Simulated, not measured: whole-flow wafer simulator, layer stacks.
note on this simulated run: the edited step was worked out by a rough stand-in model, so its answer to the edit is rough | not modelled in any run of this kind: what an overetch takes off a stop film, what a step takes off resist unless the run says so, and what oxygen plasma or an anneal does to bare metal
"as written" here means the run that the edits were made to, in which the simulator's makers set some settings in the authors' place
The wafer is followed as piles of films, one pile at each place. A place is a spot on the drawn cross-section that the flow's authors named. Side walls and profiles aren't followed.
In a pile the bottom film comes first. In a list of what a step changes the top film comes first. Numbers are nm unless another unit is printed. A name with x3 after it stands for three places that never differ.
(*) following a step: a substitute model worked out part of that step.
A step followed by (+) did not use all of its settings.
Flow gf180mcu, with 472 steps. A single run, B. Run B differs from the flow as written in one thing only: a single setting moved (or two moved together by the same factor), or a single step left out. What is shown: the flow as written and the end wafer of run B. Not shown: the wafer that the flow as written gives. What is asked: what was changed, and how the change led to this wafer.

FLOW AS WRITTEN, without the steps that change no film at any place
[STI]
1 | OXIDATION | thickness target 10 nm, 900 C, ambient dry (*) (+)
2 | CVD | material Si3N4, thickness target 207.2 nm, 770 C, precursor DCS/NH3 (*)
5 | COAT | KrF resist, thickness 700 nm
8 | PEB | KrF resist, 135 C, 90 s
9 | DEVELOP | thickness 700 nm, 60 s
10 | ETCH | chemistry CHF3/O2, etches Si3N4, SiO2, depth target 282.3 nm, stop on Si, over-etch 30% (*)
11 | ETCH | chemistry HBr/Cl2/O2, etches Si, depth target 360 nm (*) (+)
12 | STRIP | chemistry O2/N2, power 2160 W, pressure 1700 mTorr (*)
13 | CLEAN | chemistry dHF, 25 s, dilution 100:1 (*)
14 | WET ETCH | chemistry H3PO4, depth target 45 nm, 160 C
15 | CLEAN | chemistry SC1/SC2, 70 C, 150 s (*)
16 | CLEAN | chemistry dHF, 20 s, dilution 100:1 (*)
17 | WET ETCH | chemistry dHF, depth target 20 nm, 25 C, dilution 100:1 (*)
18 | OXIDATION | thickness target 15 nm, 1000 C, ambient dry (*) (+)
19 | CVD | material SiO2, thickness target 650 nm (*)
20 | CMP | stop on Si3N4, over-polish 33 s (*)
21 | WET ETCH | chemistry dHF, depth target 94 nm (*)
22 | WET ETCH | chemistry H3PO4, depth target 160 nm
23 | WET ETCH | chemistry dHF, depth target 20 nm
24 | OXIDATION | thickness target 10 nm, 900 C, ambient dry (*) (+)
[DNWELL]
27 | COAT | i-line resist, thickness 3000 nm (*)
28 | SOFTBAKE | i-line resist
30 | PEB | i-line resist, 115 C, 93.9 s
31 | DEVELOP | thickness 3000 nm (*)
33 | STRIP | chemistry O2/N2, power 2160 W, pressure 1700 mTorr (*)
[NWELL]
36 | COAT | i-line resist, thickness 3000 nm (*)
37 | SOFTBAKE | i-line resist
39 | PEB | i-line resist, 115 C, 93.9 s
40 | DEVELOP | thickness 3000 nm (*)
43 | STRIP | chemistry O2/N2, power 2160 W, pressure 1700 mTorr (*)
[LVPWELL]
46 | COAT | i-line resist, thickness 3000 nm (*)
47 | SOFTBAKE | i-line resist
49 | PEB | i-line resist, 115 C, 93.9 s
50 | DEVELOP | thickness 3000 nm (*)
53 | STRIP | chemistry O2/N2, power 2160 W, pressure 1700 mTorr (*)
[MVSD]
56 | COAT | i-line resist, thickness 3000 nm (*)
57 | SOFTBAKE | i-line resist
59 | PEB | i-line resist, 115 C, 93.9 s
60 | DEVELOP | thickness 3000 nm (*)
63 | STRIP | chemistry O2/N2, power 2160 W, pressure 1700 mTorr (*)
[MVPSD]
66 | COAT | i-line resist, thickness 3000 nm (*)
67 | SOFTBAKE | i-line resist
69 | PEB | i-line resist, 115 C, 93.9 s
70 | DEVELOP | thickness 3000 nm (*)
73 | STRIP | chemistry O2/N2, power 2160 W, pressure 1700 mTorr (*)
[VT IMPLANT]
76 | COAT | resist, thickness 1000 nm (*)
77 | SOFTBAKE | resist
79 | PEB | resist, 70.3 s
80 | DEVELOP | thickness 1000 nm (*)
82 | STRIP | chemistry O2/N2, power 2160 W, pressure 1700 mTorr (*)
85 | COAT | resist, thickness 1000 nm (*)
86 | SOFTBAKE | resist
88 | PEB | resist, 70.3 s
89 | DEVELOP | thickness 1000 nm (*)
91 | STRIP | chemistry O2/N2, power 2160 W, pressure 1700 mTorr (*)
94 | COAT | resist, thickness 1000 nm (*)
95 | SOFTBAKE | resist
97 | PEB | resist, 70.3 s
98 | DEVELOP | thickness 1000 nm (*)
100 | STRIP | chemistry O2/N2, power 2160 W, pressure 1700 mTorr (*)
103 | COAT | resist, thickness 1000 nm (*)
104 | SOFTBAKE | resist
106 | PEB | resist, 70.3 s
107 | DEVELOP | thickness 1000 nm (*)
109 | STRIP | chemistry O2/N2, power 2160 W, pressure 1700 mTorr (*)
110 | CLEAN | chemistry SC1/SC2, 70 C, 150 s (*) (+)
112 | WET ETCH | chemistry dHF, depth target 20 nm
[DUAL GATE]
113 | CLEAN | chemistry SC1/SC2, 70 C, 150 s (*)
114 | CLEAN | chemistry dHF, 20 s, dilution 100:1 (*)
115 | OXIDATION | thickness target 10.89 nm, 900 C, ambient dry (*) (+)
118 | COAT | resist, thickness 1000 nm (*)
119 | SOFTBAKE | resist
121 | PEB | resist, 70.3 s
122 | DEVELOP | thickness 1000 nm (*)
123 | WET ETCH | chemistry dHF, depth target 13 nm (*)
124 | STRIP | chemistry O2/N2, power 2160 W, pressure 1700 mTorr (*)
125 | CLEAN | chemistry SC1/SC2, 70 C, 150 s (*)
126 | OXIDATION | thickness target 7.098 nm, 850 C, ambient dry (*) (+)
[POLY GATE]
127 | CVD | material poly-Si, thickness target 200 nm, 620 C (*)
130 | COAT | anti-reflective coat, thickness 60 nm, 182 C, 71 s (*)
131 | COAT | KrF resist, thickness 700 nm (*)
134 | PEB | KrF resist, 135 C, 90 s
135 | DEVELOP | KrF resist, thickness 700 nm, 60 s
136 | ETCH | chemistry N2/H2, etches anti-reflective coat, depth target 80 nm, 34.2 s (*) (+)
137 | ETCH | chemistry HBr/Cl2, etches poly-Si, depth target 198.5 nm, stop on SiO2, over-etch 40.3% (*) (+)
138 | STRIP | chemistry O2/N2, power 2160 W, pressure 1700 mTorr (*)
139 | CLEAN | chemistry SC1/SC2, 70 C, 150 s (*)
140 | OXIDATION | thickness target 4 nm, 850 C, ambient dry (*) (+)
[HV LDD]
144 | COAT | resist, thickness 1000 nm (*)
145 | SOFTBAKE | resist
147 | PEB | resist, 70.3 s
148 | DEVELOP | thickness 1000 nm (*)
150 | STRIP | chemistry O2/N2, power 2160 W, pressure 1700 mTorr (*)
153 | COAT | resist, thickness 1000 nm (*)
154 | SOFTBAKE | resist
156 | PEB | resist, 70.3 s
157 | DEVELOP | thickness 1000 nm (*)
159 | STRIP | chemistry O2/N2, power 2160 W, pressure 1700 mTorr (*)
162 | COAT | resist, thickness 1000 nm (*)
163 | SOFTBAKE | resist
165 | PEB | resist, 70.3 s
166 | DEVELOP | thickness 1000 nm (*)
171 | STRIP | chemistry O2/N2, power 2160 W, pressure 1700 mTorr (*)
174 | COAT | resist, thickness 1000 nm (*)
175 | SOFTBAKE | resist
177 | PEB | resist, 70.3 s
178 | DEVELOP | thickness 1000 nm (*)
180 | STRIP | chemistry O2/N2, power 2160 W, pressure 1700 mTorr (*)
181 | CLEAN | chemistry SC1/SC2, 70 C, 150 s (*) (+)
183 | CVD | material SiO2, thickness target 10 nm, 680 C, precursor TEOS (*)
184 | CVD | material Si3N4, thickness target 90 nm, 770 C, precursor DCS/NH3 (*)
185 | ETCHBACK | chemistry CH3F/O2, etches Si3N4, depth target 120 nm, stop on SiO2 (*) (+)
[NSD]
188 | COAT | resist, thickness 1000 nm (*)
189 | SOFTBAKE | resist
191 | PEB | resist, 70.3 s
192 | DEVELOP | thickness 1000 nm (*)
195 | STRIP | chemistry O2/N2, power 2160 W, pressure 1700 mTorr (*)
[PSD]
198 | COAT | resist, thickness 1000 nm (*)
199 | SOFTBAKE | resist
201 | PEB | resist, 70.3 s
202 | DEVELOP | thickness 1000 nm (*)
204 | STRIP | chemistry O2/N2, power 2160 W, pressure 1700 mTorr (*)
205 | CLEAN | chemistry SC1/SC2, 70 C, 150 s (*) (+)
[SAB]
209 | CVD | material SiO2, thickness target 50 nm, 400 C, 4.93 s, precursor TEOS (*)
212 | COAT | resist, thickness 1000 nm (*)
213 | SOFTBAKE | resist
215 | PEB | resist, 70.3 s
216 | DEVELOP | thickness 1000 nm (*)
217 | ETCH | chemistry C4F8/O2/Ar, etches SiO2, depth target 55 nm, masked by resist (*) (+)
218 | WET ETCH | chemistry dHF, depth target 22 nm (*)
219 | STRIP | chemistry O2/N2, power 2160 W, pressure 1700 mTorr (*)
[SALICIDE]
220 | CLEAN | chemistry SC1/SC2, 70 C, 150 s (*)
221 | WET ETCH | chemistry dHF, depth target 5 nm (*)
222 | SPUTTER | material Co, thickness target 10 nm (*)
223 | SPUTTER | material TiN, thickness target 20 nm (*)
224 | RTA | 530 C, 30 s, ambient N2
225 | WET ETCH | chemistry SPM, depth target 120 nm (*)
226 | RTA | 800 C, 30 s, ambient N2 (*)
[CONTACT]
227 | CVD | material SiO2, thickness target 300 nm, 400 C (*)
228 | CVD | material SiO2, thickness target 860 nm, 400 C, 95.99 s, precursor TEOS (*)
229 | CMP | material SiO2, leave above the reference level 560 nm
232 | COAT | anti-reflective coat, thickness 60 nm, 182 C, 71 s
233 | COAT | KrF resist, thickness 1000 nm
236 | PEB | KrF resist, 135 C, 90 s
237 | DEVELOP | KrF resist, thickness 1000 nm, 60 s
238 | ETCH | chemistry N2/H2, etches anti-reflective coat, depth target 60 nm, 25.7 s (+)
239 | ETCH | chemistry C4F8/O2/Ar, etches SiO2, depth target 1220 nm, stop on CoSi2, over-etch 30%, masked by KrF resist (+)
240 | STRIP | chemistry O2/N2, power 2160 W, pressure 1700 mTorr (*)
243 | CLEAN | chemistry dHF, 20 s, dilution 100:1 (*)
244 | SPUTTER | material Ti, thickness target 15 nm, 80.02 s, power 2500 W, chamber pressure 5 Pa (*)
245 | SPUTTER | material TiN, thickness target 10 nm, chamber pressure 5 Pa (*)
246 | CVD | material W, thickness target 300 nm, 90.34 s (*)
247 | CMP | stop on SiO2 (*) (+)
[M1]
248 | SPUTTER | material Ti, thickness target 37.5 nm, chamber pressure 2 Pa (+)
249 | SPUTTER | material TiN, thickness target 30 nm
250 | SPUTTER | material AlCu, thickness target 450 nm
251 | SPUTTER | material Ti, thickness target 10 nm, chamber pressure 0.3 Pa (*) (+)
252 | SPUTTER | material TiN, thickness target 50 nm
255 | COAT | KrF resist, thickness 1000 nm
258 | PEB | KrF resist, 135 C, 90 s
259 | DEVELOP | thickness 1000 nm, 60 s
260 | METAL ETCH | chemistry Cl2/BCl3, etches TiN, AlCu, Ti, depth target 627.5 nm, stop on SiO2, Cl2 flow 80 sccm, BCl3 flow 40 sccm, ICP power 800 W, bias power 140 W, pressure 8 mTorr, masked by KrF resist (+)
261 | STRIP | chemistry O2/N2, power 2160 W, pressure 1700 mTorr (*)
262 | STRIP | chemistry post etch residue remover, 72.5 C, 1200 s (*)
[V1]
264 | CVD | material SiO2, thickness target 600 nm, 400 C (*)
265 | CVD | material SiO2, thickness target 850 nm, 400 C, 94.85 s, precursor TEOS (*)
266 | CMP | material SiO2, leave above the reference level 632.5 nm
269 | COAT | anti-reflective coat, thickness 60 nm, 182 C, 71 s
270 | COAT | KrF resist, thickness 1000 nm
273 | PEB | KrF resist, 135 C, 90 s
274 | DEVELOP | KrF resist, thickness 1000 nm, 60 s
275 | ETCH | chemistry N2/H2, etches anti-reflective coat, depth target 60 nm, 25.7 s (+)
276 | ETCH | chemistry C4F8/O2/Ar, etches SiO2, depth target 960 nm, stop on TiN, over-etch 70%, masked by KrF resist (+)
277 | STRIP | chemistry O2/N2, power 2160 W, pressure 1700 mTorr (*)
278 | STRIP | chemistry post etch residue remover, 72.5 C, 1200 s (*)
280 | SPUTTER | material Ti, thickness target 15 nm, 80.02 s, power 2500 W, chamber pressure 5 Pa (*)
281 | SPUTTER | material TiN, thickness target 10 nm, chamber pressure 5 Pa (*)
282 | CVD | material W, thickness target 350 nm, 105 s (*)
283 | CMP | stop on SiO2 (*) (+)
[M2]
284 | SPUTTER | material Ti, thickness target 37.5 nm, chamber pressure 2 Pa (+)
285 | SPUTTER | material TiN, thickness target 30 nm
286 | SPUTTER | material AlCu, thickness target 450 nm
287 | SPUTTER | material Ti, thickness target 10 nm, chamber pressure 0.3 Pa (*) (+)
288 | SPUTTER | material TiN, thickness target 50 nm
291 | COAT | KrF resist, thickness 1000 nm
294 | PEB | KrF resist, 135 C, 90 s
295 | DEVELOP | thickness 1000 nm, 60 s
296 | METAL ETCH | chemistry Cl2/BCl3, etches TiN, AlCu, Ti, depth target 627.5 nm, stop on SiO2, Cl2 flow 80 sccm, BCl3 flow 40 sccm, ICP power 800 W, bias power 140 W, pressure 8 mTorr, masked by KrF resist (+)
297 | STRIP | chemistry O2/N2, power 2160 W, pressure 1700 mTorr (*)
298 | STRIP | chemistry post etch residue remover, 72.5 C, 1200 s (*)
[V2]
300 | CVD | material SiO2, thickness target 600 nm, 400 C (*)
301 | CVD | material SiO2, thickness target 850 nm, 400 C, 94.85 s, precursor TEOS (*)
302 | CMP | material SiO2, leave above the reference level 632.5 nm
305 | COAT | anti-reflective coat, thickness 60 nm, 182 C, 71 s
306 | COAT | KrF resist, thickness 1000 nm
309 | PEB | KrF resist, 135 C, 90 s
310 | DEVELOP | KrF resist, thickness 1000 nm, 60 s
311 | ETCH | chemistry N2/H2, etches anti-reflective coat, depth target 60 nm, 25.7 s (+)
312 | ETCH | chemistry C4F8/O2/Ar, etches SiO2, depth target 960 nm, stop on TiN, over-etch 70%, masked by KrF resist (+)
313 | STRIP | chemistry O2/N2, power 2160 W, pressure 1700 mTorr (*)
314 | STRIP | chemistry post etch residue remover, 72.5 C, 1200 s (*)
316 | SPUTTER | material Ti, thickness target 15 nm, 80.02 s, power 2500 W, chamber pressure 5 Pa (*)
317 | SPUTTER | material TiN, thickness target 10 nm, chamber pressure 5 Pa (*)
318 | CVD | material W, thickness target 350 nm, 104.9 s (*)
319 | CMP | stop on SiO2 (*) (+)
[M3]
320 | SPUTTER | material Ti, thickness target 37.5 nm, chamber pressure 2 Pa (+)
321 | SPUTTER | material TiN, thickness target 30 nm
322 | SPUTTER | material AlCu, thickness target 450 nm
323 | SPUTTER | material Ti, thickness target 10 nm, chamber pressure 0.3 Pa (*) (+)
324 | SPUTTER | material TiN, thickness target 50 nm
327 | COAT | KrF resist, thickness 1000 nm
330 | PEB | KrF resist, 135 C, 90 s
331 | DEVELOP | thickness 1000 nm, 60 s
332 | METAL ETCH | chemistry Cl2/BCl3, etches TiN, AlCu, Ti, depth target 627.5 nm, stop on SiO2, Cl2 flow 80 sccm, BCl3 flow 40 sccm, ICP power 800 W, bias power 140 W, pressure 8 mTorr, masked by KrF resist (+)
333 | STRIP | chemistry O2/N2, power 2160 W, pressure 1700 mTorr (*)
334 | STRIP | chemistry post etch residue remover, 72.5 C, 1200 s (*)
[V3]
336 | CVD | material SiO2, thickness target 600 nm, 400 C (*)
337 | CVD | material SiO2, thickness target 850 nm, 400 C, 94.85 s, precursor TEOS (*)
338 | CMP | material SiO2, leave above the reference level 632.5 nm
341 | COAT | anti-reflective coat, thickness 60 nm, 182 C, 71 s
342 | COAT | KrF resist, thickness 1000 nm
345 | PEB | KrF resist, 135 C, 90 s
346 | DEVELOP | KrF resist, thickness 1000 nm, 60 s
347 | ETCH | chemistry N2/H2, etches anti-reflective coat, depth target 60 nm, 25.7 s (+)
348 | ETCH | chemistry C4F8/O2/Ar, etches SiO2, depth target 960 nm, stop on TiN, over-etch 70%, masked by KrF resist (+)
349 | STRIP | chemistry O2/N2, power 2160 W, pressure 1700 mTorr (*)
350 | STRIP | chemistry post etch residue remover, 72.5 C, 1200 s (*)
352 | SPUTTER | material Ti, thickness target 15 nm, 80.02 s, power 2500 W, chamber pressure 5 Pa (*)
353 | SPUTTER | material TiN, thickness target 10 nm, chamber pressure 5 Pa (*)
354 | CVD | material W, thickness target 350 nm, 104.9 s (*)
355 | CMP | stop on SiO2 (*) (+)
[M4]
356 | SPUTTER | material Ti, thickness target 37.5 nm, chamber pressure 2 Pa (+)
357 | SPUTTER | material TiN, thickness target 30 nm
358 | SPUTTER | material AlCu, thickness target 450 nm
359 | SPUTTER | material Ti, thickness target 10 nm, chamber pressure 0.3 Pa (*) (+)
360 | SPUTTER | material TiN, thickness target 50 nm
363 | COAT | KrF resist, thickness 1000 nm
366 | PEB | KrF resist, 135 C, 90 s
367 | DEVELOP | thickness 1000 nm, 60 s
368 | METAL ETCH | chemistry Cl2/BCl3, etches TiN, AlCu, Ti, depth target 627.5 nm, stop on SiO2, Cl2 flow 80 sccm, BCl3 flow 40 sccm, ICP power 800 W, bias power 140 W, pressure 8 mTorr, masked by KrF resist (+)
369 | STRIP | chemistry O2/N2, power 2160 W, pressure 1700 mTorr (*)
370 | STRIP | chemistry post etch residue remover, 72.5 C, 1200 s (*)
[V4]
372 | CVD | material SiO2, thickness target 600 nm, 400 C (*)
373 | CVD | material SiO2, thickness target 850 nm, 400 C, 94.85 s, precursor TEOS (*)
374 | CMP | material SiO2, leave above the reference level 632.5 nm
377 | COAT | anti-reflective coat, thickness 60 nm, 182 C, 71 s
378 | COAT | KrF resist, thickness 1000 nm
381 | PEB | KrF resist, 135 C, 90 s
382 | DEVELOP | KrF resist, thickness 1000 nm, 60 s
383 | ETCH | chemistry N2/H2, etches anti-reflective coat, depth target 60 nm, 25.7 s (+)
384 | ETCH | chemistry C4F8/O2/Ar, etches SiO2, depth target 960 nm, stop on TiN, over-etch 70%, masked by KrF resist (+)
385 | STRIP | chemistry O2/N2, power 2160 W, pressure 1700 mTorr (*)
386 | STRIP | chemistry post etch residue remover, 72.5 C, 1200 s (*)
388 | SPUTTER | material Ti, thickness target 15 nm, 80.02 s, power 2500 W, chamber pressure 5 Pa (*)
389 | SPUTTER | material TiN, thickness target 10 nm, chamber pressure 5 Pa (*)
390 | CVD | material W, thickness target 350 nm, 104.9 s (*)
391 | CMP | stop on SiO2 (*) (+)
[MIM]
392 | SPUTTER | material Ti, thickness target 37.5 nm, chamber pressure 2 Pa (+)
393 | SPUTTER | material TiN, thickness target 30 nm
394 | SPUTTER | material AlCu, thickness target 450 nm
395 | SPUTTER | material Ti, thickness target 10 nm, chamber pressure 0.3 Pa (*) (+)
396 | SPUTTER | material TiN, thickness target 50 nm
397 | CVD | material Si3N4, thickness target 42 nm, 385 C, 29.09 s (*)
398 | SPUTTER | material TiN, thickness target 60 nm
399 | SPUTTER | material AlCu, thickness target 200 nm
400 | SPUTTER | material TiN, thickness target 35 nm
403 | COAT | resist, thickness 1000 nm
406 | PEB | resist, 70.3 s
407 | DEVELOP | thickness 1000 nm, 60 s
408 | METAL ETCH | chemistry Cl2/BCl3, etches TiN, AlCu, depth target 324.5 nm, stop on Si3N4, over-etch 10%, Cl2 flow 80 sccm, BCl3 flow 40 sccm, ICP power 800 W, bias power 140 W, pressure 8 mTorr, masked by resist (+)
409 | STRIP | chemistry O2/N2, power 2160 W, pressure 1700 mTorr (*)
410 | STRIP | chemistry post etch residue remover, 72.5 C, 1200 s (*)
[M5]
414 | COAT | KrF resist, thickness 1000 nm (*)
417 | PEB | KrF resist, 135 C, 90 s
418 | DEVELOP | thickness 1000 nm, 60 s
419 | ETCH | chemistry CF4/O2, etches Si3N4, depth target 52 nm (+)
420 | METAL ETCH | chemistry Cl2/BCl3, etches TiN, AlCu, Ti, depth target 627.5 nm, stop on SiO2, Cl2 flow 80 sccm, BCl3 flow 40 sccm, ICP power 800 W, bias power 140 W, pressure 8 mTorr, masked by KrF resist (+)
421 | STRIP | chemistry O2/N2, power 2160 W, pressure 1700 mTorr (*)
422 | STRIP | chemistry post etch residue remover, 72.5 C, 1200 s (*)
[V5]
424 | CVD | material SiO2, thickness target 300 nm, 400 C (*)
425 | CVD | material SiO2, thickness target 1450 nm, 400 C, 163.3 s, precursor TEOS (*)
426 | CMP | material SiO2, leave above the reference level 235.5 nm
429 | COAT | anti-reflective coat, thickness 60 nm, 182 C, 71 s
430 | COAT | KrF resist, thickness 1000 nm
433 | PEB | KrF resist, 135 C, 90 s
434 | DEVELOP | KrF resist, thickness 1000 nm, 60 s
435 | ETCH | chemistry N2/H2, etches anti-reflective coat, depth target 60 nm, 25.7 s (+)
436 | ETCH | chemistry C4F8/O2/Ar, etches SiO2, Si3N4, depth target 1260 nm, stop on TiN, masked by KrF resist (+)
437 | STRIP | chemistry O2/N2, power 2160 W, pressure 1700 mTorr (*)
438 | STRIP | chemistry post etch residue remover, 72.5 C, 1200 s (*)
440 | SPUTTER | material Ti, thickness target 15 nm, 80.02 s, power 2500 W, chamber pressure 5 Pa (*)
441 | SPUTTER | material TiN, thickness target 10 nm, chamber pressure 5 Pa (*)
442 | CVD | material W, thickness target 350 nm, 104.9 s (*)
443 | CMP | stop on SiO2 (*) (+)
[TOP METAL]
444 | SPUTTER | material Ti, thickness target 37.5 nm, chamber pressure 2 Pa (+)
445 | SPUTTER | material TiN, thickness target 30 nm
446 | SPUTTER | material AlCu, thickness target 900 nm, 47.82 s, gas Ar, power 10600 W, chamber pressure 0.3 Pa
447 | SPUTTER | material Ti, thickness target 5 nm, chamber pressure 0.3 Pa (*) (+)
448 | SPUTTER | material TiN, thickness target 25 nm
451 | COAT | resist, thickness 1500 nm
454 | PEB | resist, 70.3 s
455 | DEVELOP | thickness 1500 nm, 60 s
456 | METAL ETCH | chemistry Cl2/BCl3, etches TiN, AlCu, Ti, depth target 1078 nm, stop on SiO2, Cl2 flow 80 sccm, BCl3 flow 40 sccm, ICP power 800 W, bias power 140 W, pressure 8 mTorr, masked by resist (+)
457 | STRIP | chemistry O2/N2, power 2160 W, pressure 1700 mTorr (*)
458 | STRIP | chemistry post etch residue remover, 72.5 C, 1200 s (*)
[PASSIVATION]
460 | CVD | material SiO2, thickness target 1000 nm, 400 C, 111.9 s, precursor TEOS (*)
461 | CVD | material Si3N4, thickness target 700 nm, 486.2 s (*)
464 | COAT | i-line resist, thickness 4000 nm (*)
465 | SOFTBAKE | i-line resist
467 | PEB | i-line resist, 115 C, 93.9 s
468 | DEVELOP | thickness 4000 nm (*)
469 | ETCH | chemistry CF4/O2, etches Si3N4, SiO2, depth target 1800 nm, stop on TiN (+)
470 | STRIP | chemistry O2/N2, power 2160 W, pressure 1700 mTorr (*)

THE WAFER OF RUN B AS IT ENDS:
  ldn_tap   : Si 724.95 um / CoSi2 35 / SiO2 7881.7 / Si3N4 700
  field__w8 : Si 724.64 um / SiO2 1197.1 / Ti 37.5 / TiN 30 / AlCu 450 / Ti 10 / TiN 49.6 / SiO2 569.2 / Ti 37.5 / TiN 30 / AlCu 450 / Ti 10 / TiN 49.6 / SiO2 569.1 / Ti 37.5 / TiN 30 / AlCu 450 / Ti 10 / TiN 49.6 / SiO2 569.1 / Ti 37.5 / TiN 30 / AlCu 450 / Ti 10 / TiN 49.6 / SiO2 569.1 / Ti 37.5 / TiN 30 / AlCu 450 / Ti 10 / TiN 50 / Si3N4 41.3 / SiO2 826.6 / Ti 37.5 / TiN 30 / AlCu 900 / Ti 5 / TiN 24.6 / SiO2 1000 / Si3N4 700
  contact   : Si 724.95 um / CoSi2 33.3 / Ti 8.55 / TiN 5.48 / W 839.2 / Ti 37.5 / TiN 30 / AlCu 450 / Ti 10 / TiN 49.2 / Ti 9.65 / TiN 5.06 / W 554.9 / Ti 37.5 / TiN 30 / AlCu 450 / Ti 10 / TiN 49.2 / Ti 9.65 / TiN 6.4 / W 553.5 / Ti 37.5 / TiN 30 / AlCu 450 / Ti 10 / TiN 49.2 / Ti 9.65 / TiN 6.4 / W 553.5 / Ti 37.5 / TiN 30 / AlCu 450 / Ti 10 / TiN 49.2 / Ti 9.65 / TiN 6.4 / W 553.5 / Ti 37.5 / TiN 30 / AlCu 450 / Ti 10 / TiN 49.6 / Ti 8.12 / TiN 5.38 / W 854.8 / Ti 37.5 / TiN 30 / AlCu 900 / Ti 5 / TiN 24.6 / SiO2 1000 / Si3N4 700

Cause: step 281, SPUTTER: thickness target 7.9 nm was run, though the flow has thickness target 10 nm.

The path from the change to this, step by step:
  281 | SPUTTER | material TiN, thickness target 10 nm, chamber pressure 5 Pa (*)
      field, field__w1, field__w2 and 107 more: +7.9 TiN (new film) (in the flow as written it would be: +10 TiN (new film))
      contact: +5.06 TiN (new film) (in the flow as written it would be: +6.4 TiN (new film))
  283 | CMP | stop on SiO2 (*) (+)
      field, field__w1, field__w2 and 107 more: -350 W (all of it), -7.9 TiN (all of it), -15 Ti (all of it), -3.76 SiO2 (in the flow as written it would be: -350 W (all of it), -10 TiN (all of it), -15 Ti (all of it), -3.78 SiO2)
